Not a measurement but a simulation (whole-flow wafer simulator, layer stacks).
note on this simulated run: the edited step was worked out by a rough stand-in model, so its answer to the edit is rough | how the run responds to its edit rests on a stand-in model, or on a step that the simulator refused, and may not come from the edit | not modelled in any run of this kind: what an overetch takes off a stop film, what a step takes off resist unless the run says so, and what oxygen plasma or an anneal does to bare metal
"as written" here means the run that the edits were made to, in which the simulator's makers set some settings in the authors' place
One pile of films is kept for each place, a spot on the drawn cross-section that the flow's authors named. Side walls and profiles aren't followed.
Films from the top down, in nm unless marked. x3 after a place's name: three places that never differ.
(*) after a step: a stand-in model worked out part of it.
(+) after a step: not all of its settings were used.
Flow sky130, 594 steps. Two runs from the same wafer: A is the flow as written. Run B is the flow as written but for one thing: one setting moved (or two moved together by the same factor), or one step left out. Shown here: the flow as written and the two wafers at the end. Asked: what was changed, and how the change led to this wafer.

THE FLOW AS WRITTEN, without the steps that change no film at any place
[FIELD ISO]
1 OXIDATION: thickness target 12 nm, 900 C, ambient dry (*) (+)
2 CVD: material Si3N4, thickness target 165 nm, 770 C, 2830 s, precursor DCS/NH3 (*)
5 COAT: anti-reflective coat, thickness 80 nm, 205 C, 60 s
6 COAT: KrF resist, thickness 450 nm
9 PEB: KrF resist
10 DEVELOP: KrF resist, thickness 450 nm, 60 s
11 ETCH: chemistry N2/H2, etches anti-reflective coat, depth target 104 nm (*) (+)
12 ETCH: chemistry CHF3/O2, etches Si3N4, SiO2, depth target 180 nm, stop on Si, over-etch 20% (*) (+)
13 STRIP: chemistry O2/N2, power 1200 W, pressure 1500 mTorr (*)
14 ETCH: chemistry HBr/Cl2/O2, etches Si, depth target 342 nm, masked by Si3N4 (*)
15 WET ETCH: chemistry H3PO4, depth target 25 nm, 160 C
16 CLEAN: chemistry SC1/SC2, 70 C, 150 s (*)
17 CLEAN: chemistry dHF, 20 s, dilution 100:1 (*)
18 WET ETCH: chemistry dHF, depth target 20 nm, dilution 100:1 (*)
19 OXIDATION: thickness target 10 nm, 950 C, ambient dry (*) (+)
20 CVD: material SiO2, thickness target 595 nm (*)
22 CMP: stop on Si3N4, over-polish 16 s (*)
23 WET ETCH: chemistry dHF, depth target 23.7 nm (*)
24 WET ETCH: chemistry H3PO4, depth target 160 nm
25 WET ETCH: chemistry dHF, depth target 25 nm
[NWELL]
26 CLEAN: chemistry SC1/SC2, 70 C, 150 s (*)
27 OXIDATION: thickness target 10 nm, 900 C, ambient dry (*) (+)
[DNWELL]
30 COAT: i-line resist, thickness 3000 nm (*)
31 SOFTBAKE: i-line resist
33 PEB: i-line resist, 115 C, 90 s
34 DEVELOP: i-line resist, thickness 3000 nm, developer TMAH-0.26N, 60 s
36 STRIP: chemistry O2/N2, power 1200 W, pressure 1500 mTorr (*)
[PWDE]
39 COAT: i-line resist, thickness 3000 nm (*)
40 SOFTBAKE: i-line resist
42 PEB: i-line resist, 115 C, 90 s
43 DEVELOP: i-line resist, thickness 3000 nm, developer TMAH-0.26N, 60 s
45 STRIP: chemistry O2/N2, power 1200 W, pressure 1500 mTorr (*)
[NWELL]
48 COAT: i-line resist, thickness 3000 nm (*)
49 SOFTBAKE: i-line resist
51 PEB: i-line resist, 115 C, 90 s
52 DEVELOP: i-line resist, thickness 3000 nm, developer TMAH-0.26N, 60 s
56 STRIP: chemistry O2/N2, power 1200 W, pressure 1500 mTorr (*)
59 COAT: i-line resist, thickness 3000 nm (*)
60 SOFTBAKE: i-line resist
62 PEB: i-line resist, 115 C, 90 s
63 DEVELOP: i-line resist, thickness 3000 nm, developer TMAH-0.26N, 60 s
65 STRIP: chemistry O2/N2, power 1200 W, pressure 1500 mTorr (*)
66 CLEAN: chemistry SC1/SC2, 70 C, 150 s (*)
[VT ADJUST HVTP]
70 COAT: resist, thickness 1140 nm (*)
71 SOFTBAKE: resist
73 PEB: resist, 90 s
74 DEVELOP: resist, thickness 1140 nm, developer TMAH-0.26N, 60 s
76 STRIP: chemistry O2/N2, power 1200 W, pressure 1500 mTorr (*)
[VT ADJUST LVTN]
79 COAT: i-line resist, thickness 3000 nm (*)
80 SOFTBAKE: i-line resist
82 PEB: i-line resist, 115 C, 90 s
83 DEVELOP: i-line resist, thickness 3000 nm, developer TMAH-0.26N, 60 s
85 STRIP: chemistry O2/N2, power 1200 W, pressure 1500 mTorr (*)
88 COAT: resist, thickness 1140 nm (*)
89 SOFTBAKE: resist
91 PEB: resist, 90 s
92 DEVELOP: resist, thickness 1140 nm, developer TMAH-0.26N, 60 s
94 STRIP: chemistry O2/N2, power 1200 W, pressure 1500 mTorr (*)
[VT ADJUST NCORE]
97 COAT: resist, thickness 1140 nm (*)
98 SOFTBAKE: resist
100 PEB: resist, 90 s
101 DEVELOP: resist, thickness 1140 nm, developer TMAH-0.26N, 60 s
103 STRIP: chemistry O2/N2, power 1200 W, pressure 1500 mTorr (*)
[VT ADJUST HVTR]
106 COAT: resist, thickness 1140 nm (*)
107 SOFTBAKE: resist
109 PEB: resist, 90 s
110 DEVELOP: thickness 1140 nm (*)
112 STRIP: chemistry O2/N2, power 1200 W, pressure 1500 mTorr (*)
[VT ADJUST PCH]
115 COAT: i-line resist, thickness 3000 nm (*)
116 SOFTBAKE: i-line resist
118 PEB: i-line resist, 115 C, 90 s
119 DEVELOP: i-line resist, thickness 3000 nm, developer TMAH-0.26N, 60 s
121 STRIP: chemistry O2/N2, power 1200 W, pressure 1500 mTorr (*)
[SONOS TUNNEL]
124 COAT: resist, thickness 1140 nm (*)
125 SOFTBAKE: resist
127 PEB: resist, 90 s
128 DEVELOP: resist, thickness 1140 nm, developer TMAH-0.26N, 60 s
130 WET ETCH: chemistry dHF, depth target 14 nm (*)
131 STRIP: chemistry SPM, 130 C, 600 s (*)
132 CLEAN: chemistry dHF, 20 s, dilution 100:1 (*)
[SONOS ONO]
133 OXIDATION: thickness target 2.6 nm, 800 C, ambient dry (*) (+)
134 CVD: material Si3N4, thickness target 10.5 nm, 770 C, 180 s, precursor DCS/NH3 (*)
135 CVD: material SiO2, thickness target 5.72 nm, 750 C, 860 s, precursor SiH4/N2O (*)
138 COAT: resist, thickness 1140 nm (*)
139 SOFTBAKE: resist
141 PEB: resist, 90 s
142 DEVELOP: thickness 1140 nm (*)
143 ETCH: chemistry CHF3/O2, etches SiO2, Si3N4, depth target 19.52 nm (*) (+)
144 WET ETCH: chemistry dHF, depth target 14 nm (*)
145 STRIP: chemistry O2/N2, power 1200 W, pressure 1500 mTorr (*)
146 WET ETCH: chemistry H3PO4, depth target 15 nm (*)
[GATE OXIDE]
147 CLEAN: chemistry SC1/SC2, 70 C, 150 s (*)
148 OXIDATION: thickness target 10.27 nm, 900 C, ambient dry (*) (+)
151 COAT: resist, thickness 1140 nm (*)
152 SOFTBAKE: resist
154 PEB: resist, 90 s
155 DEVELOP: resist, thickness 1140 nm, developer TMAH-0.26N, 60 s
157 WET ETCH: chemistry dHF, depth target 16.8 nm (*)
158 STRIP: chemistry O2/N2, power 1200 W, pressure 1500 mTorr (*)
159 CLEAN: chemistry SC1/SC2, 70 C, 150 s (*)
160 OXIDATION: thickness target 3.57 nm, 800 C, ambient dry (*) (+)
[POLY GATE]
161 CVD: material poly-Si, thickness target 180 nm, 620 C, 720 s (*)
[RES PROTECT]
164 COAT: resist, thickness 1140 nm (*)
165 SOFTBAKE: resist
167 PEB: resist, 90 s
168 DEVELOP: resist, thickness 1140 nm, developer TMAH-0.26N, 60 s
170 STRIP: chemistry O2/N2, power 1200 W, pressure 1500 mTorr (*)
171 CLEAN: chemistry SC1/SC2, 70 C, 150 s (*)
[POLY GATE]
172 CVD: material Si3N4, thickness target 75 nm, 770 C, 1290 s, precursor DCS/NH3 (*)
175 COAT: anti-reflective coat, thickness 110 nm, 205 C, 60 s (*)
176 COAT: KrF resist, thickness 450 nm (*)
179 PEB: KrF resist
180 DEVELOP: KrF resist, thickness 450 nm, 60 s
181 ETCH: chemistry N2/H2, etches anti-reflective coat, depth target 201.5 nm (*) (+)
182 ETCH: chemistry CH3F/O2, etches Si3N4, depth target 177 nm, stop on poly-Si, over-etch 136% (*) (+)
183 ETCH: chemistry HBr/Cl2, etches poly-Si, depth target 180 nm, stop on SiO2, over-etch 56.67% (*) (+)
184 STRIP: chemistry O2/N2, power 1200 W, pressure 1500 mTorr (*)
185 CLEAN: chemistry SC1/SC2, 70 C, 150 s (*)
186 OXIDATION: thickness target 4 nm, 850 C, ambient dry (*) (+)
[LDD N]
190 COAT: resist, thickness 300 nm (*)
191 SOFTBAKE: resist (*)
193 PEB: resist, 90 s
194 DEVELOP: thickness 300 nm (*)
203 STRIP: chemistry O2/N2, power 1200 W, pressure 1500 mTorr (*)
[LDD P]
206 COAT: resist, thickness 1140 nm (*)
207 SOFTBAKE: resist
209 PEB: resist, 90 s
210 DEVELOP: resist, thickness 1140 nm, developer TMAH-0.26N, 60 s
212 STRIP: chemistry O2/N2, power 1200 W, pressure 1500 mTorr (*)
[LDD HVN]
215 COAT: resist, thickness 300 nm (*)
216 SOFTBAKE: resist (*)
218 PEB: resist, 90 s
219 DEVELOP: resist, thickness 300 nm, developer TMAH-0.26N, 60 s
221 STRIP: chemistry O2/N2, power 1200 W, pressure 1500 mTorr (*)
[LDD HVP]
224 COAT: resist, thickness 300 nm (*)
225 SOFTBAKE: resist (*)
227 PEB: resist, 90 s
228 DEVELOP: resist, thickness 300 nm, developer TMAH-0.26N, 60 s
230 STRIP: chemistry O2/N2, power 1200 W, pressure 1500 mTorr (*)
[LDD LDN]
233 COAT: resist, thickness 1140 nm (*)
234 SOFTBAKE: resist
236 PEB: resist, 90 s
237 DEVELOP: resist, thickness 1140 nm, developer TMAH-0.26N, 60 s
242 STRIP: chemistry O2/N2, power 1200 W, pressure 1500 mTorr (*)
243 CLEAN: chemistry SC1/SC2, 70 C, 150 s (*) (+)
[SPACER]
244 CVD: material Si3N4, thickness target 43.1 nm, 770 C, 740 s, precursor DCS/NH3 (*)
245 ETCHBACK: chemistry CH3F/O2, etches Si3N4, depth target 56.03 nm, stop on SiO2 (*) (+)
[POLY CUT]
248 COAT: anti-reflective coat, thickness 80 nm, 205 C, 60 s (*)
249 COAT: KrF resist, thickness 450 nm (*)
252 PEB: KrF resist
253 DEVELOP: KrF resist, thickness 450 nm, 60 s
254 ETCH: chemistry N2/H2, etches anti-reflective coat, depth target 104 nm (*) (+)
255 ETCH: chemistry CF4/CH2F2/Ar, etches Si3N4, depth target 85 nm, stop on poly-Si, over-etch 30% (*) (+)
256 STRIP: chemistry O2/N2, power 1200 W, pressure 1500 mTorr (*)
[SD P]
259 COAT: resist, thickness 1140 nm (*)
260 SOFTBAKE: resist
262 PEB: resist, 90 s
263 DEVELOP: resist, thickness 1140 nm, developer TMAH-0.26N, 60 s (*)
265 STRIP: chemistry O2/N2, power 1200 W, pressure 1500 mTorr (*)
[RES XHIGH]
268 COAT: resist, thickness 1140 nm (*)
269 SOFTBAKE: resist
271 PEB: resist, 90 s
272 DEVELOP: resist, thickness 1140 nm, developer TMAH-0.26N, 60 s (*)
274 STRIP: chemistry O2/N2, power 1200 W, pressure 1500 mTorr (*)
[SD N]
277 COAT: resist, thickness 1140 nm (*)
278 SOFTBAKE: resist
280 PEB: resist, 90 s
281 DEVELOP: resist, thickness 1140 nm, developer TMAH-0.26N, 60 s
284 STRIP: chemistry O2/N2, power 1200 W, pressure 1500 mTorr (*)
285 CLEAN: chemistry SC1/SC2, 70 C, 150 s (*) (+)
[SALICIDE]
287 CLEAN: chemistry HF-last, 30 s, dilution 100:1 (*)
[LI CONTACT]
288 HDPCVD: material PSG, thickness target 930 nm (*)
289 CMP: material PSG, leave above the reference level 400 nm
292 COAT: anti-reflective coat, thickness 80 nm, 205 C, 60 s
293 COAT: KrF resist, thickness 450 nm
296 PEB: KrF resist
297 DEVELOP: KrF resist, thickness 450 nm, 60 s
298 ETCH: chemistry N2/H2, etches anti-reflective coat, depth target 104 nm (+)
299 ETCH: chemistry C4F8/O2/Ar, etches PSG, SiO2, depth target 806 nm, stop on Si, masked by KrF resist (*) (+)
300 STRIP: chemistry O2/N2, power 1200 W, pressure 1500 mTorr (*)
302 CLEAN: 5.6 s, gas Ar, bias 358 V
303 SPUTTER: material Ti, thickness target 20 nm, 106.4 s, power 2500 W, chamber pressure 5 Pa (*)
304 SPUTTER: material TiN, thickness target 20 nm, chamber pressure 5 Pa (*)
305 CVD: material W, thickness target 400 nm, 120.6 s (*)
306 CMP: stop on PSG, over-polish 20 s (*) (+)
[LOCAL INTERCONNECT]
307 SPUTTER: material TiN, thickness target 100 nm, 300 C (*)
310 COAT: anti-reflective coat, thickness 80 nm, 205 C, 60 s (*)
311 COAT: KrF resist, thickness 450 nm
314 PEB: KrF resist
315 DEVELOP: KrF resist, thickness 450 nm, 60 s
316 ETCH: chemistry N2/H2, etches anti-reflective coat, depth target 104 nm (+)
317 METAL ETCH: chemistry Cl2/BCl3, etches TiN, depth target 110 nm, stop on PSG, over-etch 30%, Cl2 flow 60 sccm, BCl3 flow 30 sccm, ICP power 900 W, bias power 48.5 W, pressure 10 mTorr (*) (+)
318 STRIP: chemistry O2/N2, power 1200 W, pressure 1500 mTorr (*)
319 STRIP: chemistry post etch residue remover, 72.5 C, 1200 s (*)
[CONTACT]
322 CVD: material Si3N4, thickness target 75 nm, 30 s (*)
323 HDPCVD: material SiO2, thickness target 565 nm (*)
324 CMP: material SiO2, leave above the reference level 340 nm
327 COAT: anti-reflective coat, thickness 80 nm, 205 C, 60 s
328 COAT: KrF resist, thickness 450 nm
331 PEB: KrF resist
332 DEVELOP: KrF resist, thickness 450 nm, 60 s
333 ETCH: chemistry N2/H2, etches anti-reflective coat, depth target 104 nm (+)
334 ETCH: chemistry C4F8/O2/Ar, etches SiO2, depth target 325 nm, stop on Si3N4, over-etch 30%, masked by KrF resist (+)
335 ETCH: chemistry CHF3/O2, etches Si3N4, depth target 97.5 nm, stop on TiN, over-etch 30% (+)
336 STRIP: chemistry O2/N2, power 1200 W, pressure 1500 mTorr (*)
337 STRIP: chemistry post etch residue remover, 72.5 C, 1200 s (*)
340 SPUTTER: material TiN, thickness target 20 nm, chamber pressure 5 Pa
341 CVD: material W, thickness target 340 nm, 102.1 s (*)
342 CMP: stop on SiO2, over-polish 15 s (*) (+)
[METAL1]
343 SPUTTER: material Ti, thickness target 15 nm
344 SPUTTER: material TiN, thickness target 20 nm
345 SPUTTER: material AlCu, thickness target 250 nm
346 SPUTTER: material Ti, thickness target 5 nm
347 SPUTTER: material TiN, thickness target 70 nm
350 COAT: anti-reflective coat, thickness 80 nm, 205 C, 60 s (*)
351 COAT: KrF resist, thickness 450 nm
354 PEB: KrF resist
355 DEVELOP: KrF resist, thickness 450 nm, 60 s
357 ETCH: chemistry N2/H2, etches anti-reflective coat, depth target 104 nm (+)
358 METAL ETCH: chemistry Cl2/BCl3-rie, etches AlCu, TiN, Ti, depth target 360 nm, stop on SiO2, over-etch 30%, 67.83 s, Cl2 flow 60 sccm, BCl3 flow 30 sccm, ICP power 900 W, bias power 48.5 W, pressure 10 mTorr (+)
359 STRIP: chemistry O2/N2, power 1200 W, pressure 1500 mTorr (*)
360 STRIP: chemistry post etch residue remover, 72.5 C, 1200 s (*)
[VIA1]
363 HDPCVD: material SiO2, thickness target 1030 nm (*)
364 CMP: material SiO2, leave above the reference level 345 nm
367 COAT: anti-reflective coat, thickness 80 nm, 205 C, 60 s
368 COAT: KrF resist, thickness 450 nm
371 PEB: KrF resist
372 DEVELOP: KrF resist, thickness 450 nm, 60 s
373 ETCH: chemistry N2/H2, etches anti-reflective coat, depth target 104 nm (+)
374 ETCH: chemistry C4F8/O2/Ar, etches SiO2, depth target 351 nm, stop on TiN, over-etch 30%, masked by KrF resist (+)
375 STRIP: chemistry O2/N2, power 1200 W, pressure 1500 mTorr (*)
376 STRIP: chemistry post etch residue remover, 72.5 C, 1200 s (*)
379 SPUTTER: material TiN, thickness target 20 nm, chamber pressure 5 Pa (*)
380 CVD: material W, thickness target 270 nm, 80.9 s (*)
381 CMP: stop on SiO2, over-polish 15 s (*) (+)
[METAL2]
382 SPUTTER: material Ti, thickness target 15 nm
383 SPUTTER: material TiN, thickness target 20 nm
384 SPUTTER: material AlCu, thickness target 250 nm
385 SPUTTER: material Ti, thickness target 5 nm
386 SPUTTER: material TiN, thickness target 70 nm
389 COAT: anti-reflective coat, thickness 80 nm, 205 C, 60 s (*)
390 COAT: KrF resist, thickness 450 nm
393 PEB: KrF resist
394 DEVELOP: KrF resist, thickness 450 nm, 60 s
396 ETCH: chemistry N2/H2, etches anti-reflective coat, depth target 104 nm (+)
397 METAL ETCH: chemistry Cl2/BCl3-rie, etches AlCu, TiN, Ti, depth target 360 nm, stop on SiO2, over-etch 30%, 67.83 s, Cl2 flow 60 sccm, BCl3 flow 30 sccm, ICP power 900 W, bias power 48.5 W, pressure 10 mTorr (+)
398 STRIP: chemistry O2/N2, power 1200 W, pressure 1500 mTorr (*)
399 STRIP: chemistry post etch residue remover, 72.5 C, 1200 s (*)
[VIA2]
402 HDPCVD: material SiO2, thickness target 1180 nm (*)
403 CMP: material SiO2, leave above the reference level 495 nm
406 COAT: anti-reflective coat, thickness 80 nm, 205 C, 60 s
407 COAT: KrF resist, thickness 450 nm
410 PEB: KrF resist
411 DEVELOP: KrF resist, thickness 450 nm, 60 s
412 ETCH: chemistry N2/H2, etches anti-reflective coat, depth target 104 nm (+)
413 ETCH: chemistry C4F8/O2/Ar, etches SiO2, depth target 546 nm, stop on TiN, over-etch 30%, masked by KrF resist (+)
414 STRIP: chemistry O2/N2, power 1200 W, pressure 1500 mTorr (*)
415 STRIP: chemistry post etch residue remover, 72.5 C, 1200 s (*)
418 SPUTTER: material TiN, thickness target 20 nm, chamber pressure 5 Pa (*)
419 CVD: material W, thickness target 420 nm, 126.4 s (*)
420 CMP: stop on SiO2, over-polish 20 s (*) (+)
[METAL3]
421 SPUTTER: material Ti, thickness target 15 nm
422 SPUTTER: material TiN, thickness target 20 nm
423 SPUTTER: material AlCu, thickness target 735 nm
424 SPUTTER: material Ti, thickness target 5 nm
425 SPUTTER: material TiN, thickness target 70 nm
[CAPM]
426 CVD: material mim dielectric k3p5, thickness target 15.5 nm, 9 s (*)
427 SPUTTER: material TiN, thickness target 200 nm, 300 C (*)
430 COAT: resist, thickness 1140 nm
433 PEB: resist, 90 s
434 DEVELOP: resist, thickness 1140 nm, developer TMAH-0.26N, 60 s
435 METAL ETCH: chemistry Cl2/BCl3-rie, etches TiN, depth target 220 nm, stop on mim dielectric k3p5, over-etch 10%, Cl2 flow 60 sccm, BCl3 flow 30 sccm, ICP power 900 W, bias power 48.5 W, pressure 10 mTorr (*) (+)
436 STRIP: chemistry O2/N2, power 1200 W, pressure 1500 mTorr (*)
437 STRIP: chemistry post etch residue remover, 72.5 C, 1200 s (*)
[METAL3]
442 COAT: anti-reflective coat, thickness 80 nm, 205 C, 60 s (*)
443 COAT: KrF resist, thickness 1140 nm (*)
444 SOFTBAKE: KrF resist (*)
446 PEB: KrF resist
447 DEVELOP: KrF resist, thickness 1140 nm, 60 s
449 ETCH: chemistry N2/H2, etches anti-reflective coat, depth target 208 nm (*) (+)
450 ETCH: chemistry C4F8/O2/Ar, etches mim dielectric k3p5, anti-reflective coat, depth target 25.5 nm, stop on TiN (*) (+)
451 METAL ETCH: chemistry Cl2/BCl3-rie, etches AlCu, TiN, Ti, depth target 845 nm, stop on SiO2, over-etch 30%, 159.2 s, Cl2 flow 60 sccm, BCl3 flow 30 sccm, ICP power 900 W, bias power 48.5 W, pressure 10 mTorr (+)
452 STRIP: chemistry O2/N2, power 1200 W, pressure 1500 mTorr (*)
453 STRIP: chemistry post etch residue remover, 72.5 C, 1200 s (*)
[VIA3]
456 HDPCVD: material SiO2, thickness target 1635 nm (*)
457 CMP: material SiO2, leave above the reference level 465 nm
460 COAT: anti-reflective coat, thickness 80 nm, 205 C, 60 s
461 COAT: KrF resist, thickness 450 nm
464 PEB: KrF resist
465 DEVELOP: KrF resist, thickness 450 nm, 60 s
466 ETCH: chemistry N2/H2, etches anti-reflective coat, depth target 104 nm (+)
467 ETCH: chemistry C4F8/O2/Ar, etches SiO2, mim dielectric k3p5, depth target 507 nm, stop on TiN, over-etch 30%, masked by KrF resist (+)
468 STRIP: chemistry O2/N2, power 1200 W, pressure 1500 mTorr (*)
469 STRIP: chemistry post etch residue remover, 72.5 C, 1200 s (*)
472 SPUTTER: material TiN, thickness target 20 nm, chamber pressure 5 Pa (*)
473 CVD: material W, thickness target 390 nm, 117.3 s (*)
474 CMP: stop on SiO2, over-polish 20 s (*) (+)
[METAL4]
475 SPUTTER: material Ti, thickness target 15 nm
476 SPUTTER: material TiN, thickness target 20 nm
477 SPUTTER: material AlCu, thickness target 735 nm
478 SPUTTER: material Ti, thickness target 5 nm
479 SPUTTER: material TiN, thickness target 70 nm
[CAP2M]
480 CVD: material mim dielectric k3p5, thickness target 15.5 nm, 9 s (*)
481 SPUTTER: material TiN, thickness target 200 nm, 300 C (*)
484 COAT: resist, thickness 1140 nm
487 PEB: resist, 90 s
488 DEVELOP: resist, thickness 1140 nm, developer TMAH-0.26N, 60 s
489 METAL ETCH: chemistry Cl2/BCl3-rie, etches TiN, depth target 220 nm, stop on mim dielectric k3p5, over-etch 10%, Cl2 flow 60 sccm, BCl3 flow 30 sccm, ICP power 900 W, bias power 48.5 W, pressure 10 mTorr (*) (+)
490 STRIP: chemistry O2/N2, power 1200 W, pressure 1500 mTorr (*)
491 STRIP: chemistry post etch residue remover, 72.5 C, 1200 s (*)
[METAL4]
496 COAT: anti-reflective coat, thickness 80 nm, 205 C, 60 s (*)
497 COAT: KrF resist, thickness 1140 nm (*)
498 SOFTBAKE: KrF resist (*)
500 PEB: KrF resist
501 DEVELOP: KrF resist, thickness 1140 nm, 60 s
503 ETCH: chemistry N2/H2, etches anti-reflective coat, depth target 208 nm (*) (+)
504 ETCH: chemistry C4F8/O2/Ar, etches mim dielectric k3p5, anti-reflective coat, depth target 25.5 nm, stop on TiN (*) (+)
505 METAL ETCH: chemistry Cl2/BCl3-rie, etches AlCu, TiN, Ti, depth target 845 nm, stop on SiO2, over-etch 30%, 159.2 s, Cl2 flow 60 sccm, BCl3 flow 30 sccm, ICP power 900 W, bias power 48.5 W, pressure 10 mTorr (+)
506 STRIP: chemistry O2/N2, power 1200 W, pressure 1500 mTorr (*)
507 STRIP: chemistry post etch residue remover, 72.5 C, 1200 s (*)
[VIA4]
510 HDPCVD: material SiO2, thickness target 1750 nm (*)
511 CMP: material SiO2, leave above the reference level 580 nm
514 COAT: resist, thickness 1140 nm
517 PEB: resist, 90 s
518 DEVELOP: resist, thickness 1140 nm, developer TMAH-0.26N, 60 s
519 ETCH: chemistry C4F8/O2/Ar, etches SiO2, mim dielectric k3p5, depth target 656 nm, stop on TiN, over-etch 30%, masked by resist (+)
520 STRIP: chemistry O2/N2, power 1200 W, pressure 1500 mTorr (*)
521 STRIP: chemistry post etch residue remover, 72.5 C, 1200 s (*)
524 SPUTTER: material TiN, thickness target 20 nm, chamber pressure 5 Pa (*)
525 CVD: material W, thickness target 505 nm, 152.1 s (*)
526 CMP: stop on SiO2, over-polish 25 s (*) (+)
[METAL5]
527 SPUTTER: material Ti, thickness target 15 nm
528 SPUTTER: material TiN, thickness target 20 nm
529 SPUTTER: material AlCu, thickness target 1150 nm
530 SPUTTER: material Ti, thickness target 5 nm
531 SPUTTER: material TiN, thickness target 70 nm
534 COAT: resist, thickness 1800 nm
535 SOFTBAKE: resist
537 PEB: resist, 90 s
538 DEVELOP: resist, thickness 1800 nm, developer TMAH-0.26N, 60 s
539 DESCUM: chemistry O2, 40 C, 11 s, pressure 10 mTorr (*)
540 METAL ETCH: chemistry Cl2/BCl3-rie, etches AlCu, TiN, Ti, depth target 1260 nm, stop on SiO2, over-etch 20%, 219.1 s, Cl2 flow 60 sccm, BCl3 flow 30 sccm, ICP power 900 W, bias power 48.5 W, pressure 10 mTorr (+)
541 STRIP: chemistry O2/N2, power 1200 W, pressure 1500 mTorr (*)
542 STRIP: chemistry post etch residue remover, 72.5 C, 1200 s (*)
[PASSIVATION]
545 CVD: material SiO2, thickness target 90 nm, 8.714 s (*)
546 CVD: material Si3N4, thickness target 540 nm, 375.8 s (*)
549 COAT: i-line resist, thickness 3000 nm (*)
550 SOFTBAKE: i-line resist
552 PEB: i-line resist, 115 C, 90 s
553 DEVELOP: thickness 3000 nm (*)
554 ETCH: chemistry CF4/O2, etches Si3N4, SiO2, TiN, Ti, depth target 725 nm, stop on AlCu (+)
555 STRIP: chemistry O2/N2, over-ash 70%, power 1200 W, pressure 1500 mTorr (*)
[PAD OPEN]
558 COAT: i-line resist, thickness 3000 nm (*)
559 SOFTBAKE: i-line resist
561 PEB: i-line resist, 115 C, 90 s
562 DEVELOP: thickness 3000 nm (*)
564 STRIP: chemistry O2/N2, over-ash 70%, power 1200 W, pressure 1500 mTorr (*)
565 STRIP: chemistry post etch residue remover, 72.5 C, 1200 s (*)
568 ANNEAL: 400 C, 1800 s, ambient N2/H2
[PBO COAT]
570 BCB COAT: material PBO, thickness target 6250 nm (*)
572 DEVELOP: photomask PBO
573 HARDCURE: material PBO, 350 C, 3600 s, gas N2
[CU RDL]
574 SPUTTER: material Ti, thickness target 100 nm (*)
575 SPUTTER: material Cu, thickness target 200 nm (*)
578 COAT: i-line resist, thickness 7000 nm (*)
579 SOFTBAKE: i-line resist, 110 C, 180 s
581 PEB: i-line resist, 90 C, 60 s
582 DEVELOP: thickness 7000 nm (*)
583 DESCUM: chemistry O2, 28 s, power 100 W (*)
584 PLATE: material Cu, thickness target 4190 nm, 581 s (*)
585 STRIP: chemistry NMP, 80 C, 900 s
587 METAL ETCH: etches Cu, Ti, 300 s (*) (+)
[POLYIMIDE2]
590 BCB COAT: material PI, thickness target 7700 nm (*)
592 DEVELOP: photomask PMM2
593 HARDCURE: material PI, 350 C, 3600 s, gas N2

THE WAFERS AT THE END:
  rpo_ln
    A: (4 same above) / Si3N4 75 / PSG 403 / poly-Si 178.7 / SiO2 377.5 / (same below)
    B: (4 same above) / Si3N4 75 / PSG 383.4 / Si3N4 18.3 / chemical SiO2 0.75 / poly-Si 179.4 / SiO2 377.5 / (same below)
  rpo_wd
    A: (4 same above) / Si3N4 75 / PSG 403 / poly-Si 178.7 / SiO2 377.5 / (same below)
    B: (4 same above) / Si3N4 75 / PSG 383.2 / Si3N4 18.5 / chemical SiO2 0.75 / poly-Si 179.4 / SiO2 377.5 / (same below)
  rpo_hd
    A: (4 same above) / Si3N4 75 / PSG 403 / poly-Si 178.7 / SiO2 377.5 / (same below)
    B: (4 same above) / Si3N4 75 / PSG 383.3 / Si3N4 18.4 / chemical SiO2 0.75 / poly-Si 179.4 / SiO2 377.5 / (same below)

The cause: step 255, ETCH: depth target 42.5 nm was run, where the flow has depth target 85 nm.

How the change led to this, step by step:
  255 ETCH: chemistry CF4/CH2F2/Ar, etches Si3N4, depth target 85 nm, stop on poly-Si, over-etch 30% (*) (+)
      rpo_wd, rxpo_wd: A Si3N4 -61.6 (all of it), chemical SiO2 -0.75 (all of it) | B Si3N4 -42.5
      poly_licon: A Si3N4 -61.9 (all of it), chemical SiO2 -0.76 (all of it) | B Si3N4 -42.5
      (and at 187 more places)
  256 STRIP: chemistry O2/N2, power 1200 W, pressure 1500 mTorr (*)
      poly_licon, rpo_ln, rpo_wd, rpo_hd, rpo_hd_licon, rxpo_ln, rxpo_wd: A chemical SiO2 +0.8 (new film), poly-Si -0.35 | B nothing
      dice_street, dep_dnw_sti, iso_dnw_wall, grade_field_poly, de16_nwb_sti: A KrF resist -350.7 (all of it), anti-reflective coat -80 (all of it) | B KrF resist -370.2 (all of it), anti-reflective coat -80 (all of it)
      (and at 178 more places)
  260 SOFTBAKE: resist
      rpm_encl_psd: A nothing | B resist +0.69
  269 SOFTBAKE: resist
      rpm_encl_psd: A nothing | B resist +0.69
  278 SOFTBAKE: resist
      rpm_encl_psd: A nothing | B resist +0.69
  287 CLEAN: chemistry HF-last, 30 s, dilution 100:1 (*)
      rpo_ln, rpo_wd, rpo_hd, rpo_hd_licon, rxpo_ln, rxpo_wd: A chemical SiO2 -0.77 (all of it) | B Si3N4 -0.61
      poly_licon: A chemical SiO2 -0.76 (all of it) | B Si3N4 -0.61
  289 CMP: material PSG, leave above the reference level 400 nm
      poly_licon, rpo_hd_licon: A PSG -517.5 | B PSG -537.7
      rpo_hd, rxpo_wd: A PSG -517.5 | B PSG -537.3
      (and at 3 more places)
  299 ETCH: chemistry C4F8/O2/Ar, etches PSG, SiO2, depth target 806 nm, stop on Si, masked by KrF resist (*) (+)
      poly_licon: A PSG -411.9 (all of it) | B PSG -391.7 (all of it), Si3N4 -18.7 (all of it), chemical SiO2 -0.76 (all of it)
      rpo_hd_licon: A PSG -411.9 (all of it) | B PSG -391.7 (all of it), Si3N4 -18.7 (all of it), chemical SiO2 -0.75 (all of it)
  306 CMP: stop on PSG, over-polish 20 s (*) (+)
      poly_licon: A W -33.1 | B W -33.8
